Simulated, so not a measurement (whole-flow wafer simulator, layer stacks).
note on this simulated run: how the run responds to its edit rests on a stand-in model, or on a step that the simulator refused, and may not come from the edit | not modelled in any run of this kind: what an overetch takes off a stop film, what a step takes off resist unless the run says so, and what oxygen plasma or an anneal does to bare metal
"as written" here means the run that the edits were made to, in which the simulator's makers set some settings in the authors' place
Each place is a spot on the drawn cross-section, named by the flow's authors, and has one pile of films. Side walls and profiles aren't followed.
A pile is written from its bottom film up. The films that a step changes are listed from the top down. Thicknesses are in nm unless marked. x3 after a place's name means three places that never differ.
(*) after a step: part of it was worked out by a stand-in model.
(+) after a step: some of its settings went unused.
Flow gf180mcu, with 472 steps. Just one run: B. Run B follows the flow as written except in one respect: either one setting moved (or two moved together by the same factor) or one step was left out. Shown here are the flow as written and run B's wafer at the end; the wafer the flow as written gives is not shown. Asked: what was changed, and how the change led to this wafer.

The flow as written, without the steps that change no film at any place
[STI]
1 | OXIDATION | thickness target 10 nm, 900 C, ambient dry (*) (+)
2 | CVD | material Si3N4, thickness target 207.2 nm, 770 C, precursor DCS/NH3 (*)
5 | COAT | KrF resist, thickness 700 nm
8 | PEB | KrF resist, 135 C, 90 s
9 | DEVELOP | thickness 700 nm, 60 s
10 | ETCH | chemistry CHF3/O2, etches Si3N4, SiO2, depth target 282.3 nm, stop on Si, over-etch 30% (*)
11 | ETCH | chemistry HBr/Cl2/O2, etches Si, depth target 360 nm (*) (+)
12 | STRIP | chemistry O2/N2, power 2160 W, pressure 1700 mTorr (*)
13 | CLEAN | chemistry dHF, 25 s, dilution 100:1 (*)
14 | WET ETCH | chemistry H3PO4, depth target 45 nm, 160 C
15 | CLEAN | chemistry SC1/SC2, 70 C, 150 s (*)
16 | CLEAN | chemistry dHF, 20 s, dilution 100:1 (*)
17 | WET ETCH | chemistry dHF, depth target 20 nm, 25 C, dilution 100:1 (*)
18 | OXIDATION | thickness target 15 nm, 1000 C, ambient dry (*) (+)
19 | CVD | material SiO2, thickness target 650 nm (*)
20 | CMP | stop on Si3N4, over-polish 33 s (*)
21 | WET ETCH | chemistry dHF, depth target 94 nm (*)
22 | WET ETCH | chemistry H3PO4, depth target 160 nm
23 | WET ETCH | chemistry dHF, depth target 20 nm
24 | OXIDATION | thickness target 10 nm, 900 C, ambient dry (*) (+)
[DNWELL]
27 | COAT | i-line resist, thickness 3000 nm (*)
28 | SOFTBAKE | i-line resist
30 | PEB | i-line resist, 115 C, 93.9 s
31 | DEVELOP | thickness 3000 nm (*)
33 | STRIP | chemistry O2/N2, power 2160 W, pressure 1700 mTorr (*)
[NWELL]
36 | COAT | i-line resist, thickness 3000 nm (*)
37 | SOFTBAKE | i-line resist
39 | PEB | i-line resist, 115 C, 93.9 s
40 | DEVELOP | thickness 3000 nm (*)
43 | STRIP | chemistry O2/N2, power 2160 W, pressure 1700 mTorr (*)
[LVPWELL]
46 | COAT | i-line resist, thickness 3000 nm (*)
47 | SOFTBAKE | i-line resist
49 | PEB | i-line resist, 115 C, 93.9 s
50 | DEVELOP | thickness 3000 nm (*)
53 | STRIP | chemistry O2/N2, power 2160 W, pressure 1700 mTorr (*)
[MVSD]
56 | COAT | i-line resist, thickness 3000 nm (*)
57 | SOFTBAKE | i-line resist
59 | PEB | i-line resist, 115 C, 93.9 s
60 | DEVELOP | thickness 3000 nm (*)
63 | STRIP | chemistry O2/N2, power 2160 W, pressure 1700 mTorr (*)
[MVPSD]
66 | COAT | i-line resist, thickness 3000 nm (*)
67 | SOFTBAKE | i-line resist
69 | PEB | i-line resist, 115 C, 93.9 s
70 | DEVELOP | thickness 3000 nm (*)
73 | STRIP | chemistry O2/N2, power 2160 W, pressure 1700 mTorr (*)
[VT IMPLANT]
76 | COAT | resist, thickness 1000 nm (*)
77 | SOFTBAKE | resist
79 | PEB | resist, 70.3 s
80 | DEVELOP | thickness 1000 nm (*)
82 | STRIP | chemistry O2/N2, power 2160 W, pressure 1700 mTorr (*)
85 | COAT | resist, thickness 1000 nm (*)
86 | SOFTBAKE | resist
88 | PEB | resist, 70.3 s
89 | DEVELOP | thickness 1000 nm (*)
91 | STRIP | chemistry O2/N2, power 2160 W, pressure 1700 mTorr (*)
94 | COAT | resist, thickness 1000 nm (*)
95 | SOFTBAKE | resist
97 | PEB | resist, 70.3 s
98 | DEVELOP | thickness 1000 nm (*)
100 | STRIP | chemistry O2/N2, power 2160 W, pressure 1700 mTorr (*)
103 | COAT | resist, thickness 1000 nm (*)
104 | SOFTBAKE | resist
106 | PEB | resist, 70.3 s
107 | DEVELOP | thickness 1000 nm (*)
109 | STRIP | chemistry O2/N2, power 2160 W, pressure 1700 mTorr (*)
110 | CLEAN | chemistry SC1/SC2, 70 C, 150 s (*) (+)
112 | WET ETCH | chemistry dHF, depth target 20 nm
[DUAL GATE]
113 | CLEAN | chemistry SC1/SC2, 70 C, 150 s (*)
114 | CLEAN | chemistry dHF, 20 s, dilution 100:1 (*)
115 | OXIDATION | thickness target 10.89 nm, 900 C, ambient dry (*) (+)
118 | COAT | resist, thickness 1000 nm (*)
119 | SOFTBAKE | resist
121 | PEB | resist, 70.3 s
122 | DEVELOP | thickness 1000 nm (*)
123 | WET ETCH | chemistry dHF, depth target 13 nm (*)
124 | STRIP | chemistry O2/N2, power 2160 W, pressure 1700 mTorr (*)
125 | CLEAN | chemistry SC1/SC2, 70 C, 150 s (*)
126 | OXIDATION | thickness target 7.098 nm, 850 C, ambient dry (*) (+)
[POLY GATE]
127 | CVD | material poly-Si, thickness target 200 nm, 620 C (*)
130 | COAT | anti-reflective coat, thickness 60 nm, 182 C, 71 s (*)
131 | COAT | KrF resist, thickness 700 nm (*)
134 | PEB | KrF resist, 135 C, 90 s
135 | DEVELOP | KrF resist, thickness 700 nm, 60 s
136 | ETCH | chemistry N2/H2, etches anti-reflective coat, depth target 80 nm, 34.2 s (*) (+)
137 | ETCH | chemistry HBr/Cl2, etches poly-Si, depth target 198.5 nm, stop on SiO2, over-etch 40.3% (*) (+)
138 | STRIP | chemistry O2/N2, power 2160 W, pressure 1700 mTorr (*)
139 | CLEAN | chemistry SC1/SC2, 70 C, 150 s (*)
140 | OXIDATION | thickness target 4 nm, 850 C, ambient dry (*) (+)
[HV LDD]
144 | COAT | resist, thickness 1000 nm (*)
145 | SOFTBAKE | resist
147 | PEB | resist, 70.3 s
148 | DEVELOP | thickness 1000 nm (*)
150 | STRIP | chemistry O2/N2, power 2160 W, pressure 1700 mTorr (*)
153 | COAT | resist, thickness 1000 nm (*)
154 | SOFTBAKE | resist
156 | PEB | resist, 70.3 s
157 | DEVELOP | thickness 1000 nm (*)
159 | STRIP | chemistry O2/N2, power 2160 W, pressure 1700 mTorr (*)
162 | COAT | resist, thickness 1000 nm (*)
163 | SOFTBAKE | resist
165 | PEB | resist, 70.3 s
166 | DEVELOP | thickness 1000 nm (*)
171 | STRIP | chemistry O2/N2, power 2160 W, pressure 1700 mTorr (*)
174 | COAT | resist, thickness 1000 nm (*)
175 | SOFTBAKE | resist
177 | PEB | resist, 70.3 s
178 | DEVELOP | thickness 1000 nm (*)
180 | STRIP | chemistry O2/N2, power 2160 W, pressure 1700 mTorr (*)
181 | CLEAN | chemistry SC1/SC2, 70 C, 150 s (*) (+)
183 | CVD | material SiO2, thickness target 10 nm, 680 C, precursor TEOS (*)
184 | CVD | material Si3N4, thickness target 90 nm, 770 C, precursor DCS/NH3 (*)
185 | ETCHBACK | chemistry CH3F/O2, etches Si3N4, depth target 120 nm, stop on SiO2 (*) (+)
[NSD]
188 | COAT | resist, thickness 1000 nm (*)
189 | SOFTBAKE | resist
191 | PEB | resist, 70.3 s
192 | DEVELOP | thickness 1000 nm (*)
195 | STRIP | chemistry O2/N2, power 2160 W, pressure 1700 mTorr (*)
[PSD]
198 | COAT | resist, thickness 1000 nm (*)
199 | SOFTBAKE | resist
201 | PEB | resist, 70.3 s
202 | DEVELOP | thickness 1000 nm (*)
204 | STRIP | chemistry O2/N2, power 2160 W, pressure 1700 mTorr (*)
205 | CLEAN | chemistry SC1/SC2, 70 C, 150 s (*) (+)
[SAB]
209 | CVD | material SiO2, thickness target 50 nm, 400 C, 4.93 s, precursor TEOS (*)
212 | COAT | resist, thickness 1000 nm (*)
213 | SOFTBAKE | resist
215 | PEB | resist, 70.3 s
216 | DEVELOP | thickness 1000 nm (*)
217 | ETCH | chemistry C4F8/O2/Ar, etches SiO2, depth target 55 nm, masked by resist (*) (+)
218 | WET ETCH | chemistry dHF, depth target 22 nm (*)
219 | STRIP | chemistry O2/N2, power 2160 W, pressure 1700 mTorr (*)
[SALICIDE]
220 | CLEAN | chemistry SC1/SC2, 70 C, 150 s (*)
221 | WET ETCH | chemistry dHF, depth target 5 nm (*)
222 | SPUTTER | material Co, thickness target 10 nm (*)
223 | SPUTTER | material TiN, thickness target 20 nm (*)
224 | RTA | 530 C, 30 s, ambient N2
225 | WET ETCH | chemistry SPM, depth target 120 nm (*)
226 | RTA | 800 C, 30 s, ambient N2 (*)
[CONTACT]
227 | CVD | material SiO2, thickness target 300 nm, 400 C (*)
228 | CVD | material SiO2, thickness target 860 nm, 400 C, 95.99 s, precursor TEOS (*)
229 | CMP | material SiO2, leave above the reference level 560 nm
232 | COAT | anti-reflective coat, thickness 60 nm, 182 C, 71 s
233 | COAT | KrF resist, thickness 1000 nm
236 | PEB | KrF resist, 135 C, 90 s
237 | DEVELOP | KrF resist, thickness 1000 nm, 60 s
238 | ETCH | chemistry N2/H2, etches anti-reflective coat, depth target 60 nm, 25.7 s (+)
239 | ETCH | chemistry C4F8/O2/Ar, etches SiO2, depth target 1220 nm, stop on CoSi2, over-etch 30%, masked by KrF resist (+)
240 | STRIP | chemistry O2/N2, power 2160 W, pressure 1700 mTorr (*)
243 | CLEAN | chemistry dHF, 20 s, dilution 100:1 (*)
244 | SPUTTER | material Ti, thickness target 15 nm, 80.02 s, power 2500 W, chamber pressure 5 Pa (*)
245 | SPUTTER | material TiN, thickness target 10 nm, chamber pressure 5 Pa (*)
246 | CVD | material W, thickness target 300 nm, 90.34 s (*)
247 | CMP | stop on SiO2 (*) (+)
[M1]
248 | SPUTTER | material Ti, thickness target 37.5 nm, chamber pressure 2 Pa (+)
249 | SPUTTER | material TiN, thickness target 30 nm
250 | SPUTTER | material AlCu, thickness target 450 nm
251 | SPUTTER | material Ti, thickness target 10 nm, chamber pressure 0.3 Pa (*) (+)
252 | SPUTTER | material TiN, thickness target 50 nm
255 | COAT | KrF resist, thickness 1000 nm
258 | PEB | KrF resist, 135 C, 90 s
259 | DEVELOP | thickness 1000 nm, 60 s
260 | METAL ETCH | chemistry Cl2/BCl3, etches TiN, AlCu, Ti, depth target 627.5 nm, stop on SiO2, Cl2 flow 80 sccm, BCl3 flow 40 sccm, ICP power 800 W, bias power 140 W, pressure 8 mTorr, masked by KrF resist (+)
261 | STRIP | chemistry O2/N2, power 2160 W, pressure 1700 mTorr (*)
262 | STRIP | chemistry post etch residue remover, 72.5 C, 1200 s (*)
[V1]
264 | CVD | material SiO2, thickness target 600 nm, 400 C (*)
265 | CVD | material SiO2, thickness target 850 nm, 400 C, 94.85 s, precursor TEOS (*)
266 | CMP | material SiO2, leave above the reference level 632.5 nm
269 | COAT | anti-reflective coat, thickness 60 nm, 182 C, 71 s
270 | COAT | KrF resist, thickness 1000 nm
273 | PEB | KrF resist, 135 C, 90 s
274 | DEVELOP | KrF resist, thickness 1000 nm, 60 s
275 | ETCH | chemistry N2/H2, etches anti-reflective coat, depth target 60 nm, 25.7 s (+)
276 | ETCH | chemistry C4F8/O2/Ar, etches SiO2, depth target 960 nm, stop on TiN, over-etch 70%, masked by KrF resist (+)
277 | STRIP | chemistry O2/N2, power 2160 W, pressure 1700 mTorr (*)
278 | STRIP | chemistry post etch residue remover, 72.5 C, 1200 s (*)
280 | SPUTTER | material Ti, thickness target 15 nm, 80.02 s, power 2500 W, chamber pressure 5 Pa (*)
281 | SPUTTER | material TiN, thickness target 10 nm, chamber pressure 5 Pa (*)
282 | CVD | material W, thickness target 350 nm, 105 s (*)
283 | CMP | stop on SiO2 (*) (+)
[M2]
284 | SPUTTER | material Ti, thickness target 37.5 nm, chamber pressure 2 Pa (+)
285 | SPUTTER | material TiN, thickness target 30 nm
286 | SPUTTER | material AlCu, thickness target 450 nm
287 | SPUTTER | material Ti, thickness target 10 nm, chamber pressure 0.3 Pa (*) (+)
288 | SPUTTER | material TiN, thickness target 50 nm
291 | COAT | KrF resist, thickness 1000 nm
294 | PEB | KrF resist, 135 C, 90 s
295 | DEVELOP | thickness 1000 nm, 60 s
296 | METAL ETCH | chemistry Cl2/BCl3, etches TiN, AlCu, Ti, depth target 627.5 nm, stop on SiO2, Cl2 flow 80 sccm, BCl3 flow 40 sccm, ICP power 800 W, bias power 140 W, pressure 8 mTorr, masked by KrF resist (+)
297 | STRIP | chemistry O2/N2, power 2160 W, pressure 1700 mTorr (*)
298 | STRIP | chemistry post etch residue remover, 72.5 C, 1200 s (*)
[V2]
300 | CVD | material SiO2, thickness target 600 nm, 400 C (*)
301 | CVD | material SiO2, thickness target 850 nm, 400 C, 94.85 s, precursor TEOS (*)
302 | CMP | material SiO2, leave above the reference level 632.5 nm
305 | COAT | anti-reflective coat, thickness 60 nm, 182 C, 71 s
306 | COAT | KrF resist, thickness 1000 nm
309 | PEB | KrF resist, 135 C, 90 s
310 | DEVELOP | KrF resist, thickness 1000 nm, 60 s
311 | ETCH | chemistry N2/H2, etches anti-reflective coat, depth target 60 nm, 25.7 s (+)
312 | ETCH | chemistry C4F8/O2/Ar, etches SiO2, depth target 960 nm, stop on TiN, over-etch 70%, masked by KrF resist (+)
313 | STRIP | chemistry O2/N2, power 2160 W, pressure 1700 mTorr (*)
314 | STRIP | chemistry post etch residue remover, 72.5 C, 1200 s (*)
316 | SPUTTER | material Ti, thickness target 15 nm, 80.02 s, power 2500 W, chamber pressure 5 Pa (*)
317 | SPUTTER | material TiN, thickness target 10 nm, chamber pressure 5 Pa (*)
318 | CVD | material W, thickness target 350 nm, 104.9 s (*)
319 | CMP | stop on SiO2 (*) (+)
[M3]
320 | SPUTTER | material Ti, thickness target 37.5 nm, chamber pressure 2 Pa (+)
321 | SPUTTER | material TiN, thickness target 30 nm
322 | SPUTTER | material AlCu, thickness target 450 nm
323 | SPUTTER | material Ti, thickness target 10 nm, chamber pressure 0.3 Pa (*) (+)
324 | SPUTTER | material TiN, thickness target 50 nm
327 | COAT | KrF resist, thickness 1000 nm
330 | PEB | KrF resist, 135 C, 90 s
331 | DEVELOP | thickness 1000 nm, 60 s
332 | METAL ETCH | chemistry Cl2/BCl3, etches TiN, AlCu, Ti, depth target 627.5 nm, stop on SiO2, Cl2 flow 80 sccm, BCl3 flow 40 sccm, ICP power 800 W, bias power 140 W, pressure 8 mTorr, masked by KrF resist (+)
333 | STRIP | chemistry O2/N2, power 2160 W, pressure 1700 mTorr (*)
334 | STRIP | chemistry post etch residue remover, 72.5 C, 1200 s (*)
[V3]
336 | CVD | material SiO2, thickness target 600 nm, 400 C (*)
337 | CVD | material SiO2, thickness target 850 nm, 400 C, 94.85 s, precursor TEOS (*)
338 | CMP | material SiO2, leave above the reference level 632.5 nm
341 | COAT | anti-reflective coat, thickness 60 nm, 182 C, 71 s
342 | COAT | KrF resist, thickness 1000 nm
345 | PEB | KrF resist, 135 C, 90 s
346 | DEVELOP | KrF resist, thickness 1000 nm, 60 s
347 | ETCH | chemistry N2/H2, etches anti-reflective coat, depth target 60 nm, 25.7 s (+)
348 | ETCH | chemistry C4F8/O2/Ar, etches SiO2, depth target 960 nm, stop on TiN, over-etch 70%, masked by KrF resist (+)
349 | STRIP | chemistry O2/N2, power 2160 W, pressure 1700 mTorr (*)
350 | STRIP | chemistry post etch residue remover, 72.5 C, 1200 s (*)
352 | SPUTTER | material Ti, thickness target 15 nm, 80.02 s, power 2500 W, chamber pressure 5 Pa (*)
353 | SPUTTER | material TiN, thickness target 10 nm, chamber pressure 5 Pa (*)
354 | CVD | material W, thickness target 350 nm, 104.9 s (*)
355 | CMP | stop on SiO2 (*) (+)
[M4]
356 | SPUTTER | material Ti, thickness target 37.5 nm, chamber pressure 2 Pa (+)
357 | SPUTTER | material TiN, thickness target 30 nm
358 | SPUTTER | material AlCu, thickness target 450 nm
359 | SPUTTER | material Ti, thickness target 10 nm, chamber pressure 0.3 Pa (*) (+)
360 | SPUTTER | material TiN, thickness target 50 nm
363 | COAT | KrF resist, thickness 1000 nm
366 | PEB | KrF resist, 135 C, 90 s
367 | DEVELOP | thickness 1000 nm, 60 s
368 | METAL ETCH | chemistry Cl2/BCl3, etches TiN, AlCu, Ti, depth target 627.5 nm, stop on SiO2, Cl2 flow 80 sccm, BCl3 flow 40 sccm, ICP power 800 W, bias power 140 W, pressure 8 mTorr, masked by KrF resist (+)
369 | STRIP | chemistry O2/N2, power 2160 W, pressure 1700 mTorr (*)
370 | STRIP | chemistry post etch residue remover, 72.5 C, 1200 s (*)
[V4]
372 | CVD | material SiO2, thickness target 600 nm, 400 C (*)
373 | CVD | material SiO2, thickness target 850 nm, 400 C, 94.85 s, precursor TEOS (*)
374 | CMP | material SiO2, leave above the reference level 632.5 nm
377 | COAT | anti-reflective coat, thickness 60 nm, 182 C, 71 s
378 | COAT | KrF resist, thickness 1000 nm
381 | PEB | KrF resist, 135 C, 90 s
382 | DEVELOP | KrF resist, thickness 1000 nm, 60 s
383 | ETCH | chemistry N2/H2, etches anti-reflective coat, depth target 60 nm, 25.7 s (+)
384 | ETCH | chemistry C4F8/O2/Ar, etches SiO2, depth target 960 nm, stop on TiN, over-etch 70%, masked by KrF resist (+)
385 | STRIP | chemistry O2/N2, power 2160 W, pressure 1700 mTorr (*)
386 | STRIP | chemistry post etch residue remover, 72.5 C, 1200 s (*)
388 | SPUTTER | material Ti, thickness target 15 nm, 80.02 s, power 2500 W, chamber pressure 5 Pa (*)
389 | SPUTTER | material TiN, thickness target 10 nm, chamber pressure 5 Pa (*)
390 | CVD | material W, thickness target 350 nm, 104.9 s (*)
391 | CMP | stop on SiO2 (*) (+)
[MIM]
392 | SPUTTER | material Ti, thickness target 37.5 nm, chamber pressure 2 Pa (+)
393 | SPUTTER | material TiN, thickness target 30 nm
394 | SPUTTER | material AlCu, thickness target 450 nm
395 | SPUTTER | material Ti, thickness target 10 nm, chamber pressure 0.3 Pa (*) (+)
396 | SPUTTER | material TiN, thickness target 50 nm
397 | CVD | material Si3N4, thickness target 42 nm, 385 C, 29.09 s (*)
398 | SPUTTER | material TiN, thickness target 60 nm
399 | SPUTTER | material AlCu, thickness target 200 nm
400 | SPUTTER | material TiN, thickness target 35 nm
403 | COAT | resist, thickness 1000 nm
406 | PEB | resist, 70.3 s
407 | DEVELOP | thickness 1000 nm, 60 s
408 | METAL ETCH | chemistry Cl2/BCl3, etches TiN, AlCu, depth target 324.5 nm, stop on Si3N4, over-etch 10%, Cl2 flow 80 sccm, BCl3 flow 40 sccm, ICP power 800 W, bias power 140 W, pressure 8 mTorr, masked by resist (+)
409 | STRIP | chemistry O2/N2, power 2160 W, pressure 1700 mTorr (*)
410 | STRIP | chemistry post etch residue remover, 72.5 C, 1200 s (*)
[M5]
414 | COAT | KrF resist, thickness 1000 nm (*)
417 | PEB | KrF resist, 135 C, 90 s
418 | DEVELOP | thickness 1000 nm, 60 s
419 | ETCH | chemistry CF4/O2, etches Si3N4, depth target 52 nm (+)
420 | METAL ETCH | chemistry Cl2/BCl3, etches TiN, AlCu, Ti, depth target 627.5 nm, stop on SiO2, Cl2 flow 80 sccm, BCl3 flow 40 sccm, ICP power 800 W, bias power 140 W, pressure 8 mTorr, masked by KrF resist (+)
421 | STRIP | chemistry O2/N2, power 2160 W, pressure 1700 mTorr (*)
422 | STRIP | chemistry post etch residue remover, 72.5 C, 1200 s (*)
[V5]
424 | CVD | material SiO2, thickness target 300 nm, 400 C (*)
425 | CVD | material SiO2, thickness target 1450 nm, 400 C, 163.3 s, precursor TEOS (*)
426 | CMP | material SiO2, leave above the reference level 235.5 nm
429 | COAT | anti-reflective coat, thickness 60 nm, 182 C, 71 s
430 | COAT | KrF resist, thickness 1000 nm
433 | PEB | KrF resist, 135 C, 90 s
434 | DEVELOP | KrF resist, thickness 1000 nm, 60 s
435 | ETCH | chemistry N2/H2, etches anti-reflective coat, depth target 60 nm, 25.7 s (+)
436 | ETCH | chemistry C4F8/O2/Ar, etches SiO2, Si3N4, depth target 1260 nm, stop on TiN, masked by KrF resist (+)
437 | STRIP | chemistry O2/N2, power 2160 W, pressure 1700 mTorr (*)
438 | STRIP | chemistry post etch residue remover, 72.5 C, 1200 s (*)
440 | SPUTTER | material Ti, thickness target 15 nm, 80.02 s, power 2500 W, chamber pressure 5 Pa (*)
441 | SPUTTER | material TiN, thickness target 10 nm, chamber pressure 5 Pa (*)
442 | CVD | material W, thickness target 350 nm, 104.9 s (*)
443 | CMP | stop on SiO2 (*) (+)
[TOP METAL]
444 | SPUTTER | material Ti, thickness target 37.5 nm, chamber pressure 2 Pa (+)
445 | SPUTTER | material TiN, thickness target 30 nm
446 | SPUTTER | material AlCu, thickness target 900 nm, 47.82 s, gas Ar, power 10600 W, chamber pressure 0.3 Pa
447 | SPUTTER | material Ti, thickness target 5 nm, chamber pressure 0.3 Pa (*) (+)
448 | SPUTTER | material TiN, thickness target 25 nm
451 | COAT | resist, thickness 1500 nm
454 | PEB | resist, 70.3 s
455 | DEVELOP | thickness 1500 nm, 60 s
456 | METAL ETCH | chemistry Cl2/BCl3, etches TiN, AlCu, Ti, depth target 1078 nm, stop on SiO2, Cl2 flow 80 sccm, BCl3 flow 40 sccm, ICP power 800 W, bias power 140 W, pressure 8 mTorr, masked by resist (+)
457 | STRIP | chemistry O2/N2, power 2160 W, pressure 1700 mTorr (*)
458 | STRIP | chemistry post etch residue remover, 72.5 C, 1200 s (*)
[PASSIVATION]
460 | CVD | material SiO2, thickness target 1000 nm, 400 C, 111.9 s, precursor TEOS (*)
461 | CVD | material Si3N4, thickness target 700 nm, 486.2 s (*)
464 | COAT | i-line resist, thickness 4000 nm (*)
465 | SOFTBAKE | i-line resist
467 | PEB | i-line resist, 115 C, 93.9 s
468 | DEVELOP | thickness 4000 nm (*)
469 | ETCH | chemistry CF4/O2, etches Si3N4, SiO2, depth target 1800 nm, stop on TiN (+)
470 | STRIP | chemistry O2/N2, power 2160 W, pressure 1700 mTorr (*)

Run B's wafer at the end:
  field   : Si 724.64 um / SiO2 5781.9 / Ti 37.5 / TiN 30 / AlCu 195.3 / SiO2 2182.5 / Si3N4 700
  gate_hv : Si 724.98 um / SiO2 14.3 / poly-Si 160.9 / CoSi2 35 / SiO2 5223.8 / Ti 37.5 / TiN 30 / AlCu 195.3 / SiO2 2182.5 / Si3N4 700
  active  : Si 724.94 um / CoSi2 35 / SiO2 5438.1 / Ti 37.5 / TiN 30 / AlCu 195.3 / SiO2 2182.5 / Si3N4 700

Cause: step 420, METAL ETCH: depth target 307.5 nm was run, though the flow has depth target 627.5 nm.

The path from the change to this, step by step:
  420 | METAL ETCH | chemistry Cl2/BCl3, etches TiN, AlCu, Ti, depth target 627.5 nm, stop on SiO2, Cl2 flow 80 sccm, BCl3 flow 40 sccm, ICP power 800 W, bias power 140 W, pressure 8 mTorr, masked by KrF resist (+)
      field, field__w1, field__w2 and 101 more: TiN loses 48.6 (all of it), Ti loses 10 (all of it), AlCu loses 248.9 (it would be, as written: TiN loses 48.6 (all of it), Ti loses 10 (all of it), AlCu loses 450 (all of it), TiN loses 30 (all of it), Ti loses 37.5 (all of it))
      field__w4, field__w8, contact, m1, m1__w1, mim, mim_1p0, m1_nw: KrF resist loses 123 (it would be, as written: KrF resist loses 251)
  421 | STRIP | chemistry O2/N2, power 2160 W, pressure 1700 mTorr (*)
      field__w8, m1__w1: KrF resist loses 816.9 (all of it) (it would be, as written: KrF resist loses 688.9 (all of it))
      contact, m1: KrF resist loses 817.3 (all of it) (it would be, as written: KrF resist loses 689.3 (all of it))
      (and at 4 other places as well)
  422 | STRIP | chemistry post etch residue remover, 72.5 C, 1200 s (*)
      field, field__w1, field__w2 and 101 more: AlCu loses 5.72 (it would be, as written: nothing)
  424 | CVD | material SiO2, thickness target 300 nm, 400 C (*)
      field, field__w1, field__w2 and 101 more: SiO2 gains 300 (new film) (it would be, as written: SiO2 gains 300)
  426 | CMP | material SiO2, leave above the reference level 235.5 nm
      field, field__w1, field__w5 and 92 more: SiO2 loses 563.7 (it would be, as written: SiO2 loses 300.8)
      field__w2, field__w3, field__w12 and 6 more: SiO2 loses 547.5 (it would be, as written: SiO2 loses 272.7)
If metal films that touch count as one body, field has 1 body; the flow as written gives 0 bodies.
If metal films that touch count as one body, gate_hv has 2 bodies (between them, from the top down: SiO2 5223.8); the flow as written gives 1 body.
If metal films that touch count as one body, active has 2 bodies (between them, from the top down: SiO2 5438.1); the flow as written gives 1 body.
